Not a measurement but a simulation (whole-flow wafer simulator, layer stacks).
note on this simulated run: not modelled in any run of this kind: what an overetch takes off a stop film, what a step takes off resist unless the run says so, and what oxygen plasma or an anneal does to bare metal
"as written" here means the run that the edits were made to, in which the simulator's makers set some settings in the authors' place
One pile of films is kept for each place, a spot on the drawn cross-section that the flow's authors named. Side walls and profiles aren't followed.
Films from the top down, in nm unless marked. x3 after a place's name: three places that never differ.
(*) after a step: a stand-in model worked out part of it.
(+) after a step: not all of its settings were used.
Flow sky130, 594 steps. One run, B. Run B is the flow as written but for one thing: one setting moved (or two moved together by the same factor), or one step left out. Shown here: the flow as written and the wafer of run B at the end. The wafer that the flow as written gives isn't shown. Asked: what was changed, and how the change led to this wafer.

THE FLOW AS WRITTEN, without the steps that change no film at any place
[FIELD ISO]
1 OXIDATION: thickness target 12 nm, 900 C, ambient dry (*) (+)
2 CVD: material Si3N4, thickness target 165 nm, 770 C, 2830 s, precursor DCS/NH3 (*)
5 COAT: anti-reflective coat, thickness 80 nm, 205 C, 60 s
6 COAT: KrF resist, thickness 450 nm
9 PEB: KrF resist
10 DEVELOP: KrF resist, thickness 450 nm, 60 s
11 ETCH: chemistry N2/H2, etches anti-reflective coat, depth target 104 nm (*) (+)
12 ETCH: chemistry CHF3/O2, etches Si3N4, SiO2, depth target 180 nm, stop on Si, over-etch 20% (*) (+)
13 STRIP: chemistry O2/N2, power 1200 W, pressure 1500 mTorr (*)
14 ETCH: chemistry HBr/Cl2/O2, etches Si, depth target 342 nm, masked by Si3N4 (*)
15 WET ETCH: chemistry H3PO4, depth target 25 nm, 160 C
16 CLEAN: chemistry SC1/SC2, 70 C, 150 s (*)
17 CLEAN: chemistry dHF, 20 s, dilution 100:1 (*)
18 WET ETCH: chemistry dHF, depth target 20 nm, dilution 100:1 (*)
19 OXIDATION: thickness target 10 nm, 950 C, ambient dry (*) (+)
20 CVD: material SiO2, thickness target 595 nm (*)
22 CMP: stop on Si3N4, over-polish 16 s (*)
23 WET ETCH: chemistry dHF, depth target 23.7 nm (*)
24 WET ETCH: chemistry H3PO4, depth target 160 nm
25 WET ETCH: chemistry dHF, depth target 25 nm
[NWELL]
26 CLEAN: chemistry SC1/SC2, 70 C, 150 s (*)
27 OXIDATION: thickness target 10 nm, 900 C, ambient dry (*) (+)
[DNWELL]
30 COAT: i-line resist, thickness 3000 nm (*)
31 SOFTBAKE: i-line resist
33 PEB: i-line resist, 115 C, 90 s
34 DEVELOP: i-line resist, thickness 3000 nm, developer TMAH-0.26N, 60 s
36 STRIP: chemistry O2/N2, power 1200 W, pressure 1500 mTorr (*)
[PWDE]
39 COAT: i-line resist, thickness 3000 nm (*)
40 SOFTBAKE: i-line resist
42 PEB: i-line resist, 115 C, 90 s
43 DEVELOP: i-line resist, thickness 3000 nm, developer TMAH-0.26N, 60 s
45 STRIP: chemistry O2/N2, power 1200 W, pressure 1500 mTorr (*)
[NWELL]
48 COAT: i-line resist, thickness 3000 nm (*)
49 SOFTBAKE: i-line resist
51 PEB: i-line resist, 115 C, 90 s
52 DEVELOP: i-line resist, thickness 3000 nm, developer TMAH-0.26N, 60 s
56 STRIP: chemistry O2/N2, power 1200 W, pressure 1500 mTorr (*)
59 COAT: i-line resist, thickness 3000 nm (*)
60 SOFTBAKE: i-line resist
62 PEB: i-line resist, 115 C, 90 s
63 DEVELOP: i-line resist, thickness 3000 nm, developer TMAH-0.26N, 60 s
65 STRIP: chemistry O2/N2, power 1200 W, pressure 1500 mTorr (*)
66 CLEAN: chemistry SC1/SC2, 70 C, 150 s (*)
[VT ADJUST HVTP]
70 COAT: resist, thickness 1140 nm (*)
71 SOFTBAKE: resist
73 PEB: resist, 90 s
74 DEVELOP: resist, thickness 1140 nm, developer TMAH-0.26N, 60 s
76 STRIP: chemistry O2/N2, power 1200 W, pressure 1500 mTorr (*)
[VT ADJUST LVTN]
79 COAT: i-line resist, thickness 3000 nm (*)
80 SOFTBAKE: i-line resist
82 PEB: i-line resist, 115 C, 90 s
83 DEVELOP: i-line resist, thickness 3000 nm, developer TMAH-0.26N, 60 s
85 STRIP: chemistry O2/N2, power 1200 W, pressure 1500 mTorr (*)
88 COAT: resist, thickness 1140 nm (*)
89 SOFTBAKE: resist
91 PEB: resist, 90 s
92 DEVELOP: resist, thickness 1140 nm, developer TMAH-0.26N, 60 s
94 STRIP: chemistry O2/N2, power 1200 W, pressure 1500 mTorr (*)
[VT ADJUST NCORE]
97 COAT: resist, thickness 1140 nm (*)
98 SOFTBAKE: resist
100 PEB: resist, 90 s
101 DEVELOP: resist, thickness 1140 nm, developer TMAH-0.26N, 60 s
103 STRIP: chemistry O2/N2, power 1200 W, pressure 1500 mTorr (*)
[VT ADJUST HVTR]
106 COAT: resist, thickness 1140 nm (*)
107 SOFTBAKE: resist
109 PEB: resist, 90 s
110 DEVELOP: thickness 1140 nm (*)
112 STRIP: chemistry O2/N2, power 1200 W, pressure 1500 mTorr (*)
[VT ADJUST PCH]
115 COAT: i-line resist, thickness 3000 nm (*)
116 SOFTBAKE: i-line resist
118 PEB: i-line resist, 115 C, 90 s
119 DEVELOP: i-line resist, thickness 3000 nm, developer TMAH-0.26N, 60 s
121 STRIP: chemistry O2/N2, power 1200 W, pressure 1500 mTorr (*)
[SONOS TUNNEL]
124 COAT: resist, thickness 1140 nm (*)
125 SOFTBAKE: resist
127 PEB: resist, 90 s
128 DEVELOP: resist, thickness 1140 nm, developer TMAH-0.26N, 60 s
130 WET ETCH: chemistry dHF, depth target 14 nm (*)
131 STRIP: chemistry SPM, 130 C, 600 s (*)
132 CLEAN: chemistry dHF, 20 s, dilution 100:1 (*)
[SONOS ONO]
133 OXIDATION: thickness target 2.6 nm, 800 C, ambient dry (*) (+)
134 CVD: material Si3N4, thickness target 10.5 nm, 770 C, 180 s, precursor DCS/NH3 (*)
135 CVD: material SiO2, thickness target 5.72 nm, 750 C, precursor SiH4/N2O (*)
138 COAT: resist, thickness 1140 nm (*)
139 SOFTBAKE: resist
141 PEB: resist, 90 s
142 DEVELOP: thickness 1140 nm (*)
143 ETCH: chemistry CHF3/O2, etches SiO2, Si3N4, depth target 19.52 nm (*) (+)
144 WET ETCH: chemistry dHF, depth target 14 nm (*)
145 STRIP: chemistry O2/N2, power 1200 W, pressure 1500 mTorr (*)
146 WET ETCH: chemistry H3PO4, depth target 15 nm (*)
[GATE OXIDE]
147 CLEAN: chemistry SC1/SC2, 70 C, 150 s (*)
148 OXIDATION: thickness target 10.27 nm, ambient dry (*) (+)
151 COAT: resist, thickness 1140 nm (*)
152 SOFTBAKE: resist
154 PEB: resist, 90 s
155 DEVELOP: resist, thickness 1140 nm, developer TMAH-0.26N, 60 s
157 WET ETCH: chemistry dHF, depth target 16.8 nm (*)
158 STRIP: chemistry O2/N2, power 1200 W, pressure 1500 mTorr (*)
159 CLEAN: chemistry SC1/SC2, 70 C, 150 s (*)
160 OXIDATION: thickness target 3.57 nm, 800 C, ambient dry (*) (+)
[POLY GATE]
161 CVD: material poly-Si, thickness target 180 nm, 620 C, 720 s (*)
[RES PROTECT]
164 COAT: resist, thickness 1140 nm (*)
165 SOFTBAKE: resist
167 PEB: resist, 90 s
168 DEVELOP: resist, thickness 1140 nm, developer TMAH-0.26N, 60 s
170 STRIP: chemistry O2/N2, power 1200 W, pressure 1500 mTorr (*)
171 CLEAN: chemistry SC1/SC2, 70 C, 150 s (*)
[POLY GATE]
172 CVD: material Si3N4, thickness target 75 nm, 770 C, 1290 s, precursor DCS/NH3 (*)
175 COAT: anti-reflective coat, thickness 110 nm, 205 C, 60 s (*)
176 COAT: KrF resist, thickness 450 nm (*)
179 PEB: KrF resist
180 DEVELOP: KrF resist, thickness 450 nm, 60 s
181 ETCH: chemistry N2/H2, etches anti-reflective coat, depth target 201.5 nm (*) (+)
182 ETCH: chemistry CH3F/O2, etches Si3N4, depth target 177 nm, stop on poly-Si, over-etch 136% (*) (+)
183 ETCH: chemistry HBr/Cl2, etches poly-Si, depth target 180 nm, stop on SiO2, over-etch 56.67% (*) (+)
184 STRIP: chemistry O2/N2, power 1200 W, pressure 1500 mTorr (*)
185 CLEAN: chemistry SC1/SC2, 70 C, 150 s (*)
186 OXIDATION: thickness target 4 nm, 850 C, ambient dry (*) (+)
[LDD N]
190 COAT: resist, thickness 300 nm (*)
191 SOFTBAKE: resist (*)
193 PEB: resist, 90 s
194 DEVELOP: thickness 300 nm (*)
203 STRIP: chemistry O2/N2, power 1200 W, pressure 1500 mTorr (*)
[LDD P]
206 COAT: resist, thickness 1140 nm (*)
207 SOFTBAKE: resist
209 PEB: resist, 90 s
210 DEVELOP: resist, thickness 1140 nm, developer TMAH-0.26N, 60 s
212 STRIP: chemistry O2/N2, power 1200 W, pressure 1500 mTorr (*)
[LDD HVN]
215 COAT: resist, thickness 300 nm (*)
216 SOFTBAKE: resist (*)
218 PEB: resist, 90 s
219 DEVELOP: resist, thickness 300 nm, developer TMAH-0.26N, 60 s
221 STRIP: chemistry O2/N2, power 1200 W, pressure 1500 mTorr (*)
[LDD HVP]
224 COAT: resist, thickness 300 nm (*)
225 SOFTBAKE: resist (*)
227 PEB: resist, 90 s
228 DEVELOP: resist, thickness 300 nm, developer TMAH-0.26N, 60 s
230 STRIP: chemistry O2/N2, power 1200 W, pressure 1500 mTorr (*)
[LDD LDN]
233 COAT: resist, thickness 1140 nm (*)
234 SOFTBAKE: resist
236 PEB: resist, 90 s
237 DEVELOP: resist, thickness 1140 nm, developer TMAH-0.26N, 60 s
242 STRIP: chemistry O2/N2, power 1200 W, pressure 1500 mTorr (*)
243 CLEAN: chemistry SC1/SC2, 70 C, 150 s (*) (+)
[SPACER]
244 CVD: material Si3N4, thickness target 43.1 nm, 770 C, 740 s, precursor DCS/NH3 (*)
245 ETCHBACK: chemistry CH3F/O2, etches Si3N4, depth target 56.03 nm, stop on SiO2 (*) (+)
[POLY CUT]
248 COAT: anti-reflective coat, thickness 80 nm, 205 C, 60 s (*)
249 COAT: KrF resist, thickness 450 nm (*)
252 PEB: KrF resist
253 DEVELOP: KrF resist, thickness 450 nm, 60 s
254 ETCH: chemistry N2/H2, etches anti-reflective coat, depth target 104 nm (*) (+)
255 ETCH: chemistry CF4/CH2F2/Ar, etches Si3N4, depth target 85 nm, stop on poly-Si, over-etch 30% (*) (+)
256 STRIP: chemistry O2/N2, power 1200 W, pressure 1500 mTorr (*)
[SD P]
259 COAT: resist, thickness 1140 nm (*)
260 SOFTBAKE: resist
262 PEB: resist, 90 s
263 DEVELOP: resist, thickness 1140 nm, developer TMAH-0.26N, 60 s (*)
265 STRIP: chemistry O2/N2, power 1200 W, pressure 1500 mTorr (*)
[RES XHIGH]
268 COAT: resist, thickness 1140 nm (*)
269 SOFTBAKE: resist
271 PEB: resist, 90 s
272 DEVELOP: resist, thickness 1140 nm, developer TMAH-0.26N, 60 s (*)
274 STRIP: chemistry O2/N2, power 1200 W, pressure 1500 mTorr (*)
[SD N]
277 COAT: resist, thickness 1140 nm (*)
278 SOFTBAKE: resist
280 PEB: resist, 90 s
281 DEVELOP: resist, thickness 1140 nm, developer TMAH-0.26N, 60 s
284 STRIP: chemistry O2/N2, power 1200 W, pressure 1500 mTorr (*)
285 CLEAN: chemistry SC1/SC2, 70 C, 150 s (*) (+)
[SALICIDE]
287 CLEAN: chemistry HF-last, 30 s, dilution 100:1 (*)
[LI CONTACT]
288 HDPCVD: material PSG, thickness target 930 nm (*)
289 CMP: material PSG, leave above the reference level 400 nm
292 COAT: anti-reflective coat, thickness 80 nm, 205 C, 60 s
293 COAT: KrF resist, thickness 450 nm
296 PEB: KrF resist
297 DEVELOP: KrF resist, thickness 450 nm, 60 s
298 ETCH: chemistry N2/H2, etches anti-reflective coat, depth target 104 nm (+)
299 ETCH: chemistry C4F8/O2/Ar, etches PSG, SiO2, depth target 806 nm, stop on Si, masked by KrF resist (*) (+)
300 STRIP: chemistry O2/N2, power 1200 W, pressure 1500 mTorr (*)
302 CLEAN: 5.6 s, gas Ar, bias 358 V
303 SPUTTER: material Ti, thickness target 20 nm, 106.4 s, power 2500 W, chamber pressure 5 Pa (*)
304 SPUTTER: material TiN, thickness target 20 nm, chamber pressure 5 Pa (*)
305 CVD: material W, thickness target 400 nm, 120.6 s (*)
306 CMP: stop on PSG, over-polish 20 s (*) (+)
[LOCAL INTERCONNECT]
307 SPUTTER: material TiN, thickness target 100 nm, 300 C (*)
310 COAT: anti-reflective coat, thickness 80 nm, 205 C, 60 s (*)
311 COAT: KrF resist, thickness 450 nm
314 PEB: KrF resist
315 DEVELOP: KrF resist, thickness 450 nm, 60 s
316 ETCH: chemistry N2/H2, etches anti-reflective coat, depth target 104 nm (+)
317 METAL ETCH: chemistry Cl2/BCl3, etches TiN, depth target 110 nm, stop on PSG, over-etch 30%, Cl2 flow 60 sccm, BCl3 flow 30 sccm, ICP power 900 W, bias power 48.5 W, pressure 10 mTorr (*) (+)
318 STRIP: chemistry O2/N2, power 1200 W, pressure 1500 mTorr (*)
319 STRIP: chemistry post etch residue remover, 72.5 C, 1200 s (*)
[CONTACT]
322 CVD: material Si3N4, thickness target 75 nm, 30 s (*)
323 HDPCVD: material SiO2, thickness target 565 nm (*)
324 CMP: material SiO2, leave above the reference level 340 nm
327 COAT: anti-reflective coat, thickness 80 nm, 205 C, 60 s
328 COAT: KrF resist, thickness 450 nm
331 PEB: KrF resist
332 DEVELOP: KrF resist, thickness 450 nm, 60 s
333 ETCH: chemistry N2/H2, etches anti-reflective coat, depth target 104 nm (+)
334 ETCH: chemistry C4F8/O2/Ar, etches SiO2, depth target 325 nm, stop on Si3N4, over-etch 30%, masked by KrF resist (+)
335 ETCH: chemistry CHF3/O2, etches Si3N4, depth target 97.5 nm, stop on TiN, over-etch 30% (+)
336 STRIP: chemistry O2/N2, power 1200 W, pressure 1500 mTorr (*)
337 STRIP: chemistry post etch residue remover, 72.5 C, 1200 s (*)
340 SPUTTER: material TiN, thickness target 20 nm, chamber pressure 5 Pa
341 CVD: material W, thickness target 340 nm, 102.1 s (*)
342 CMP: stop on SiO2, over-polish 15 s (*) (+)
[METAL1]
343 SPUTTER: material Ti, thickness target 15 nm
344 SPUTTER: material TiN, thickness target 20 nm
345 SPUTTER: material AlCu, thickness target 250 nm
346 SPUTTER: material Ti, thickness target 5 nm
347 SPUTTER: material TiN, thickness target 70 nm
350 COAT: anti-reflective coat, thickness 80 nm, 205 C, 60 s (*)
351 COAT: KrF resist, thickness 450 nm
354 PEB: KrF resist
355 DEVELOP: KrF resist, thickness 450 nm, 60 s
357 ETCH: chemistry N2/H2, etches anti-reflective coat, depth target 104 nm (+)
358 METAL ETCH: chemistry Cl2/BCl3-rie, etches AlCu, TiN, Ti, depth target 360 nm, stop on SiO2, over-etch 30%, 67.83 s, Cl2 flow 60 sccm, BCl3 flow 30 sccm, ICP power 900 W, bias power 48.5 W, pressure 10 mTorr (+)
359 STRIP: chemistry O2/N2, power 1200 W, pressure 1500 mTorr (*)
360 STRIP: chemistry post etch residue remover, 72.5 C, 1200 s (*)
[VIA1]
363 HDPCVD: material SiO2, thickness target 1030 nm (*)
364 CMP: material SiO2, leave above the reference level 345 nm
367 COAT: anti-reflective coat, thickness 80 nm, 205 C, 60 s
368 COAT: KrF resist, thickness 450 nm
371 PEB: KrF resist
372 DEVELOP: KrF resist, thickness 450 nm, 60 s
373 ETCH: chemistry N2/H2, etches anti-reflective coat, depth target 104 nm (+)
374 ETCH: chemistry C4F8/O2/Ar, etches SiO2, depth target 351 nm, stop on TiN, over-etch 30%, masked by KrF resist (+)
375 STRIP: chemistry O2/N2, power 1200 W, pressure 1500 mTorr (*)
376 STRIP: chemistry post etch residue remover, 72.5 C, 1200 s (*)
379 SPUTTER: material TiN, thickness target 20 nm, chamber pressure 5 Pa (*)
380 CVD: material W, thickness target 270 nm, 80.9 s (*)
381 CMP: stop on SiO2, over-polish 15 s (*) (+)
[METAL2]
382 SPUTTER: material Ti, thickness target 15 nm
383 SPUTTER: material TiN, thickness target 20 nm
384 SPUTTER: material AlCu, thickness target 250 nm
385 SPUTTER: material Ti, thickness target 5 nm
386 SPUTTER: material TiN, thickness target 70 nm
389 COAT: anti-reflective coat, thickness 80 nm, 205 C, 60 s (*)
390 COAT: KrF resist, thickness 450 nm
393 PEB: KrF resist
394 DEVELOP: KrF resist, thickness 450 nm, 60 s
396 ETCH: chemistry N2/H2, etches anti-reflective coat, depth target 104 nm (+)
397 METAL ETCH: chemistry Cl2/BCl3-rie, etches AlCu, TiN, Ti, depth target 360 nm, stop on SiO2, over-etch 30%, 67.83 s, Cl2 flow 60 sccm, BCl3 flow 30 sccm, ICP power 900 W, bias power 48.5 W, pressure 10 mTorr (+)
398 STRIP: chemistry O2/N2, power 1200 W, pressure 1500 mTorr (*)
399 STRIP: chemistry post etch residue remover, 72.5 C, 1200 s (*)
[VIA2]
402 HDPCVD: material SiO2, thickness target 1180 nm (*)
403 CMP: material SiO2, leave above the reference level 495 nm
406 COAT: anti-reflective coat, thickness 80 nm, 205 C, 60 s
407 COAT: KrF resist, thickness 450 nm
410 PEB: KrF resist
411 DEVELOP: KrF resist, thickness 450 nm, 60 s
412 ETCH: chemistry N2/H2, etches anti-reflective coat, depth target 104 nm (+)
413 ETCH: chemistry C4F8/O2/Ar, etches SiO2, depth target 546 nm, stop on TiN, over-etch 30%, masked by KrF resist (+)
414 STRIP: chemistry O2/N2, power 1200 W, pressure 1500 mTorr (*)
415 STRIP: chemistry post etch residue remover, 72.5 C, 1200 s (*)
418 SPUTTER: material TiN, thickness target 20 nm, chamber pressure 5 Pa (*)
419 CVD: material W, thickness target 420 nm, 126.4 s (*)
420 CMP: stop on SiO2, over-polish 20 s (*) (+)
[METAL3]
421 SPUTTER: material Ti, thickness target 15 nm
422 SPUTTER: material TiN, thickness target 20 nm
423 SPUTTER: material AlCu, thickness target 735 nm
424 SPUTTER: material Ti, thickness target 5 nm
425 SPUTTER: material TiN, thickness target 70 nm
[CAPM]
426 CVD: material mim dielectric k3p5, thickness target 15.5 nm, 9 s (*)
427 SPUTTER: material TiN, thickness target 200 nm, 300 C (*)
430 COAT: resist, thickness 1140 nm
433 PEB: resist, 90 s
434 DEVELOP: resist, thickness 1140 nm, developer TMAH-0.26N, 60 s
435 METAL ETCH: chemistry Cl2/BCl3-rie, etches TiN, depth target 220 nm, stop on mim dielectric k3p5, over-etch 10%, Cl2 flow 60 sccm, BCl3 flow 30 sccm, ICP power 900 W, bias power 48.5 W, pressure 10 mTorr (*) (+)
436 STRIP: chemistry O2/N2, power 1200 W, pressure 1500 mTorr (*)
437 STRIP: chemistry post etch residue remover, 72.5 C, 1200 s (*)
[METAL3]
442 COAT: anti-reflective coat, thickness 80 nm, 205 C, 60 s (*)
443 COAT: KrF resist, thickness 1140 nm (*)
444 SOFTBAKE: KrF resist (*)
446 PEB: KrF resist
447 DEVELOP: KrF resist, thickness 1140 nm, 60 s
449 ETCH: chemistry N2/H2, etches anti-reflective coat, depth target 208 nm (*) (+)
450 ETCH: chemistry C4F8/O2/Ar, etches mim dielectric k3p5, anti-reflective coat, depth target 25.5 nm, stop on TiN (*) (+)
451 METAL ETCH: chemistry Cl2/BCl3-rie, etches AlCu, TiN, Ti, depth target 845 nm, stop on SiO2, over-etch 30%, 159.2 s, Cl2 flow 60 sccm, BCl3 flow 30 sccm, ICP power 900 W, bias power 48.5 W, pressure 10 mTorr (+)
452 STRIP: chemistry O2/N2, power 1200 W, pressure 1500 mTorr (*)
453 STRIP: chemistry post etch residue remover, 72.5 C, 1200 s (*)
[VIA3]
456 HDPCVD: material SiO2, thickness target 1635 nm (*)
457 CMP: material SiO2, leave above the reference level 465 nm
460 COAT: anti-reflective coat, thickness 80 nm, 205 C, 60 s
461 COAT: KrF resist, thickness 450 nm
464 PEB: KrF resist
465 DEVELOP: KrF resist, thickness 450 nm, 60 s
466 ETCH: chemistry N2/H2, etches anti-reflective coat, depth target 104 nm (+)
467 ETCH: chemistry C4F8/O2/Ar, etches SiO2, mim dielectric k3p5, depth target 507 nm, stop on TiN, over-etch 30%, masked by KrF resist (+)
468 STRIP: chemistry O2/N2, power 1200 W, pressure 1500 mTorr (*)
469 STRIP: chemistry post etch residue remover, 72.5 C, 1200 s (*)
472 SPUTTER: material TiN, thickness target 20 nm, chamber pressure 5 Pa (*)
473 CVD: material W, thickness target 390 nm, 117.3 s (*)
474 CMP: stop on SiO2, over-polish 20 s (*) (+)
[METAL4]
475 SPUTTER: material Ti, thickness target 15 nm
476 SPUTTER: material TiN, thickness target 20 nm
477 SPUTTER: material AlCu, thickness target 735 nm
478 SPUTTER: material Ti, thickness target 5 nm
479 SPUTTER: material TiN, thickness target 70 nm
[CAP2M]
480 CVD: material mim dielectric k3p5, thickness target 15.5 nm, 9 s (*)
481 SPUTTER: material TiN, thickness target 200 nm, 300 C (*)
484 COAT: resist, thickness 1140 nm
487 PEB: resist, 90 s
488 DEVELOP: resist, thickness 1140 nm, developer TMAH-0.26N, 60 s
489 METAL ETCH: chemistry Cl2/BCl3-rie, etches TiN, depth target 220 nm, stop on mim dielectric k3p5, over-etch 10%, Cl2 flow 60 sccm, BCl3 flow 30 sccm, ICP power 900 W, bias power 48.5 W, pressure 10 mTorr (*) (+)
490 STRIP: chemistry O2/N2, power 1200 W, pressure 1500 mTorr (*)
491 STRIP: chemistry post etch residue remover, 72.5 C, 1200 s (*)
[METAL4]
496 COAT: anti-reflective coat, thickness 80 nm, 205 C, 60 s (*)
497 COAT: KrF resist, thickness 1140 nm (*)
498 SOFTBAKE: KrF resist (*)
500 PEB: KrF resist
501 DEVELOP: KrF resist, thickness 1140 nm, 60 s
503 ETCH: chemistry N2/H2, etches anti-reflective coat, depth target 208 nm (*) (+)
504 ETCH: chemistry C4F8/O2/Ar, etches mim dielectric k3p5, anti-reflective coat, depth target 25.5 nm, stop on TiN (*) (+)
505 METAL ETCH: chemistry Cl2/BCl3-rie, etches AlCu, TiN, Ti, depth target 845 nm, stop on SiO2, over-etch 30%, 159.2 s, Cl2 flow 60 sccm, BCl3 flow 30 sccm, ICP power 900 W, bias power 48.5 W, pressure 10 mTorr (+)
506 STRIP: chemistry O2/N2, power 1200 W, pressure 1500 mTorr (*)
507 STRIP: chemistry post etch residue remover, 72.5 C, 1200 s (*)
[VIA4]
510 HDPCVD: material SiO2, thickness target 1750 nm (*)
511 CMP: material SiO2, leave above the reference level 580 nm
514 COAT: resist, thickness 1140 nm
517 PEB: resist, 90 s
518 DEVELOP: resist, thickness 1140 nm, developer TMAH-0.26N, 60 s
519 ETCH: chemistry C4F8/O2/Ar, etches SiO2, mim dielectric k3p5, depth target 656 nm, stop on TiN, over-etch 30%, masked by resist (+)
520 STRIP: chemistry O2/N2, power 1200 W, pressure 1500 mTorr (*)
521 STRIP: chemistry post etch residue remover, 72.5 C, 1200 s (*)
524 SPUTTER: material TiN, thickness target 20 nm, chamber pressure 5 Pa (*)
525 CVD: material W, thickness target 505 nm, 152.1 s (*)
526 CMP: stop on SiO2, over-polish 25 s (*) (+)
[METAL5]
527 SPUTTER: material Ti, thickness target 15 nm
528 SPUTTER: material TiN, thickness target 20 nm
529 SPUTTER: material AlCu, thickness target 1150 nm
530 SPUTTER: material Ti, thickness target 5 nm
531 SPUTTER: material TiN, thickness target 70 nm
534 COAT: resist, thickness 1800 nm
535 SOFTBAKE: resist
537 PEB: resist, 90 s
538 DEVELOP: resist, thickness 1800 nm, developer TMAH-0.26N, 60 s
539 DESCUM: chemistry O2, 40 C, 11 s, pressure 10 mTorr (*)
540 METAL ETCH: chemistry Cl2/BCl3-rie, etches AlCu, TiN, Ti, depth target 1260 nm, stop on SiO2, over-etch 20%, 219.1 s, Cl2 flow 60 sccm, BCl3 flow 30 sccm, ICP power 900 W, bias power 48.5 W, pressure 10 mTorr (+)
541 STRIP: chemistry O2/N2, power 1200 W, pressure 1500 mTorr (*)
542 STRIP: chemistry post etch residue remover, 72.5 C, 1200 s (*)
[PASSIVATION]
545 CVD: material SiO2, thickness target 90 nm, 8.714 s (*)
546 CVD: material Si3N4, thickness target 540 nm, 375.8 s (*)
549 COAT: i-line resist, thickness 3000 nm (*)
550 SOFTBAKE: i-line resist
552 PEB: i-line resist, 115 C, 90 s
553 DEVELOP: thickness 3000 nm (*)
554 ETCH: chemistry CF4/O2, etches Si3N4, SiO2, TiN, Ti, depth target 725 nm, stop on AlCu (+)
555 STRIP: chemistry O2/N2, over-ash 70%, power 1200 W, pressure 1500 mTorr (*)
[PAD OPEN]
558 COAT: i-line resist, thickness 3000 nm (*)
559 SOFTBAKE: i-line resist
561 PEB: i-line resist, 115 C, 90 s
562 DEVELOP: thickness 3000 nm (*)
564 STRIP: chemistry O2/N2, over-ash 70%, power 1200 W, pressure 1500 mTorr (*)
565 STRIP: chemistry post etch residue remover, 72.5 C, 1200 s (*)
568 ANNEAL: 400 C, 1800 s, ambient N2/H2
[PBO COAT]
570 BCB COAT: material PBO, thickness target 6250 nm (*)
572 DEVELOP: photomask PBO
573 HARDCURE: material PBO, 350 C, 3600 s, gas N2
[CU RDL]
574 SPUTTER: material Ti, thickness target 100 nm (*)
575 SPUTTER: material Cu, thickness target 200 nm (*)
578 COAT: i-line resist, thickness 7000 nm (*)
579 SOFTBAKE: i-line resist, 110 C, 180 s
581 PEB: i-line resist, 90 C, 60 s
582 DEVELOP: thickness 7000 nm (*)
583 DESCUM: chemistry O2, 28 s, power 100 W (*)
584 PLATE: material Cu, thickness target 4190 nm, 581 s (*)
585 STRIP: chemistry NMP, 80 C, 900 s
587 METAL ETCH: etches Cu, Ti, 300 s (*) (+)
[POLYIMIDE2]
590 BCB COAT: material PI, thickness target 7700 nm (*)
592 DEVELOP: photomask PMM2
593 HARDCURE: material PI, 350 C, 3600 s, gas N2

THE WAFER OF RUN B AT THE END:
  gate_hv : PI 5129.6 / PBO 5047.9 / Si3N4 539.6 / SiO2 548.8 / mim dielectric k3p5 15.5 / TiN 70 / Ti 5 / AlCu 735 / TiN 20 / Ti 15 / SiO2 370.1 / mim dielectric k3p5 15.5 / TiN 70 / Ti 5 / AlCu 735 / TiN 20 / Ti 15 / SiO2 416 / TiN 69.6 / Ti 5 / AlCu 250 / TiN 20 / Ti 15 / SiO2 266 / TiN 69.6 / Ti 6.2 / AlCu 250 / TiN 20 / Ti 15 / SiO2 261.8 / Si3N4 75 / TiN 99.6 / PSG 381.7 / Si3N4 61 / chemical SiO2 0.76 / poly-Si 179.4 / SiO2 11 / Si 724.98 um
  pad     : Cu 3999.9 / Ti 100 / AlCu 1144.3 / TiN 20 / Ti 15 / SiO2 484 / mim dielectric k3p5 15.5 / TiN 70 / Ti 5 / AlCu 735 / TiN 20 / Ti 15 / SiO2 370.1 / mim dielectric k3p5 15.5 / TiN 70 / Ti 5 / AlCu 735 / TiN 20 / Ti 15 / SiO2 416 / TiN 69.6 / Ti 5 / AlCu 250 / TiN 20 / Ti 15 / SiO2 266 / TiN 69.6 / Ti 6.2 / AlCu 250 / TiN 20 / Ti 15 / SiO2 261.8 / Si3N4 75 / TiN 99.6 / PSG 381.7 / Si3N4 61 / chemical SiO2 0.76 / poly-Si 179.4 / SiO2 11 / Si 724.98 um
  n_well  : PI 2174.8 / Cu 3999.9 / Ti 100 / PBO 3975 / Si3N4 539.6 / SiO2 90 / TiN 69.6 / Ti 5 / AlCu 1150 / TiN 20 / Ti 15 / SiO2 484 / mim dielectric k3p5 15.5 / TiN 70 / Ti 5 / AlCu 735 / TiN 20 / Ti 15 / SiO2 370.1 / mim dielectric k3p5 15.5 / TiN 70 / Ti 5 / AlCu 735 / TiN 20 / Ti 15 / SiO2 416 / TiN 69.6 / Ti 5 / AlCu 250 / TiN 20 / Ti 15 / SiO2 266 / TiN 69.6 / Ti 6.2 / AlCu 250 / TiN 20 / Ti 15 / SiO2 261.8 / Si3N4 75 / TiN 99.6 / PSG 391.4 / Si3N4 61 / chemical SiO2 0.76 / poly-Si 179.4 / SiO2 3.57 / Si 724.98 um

The cause: step 346, SPUTTER: thickness target 6.2 nm was run, where the flow has thickness target 5 nm.
It can be read off the wafer: gate_hv has Ti 6.2, and step 346 as written asks for 5 nm.

How the change led to this, step by step:
  346 SPUTTER: material Ti, thickness target 5 nm
      field, active, n_well and 188 more: Ti +6.2 (new film) (as written it would be: Ti +5 (new film))
  358 METAL ETCH: chemistry Cl2/BCl3-rie, etches AlCu, TiN, Ti, depth target 360 nm, stop on SiO2, over-etch 30%, 67.83 s, Cl2 flow 60 sccm, BCl3 flow 30 sccm, ICP power 900 W, bias power 48.5 W, pressure 10 mTorr (+)
      field, active, gate and 81 more: TiN -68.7 (all of it), Ti -6.2 (all of it), AlCu -250 (all of it), TiN -20 (all of it), Ti -15 (all of it), SiO2 -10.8 (as written it would be: TiN -68.7 (all of it), Ti -5 (all of it), AlCu -250 (all of it), TiN -20 (all of it), Ti -15 (all of it), SiO2 -10.9)
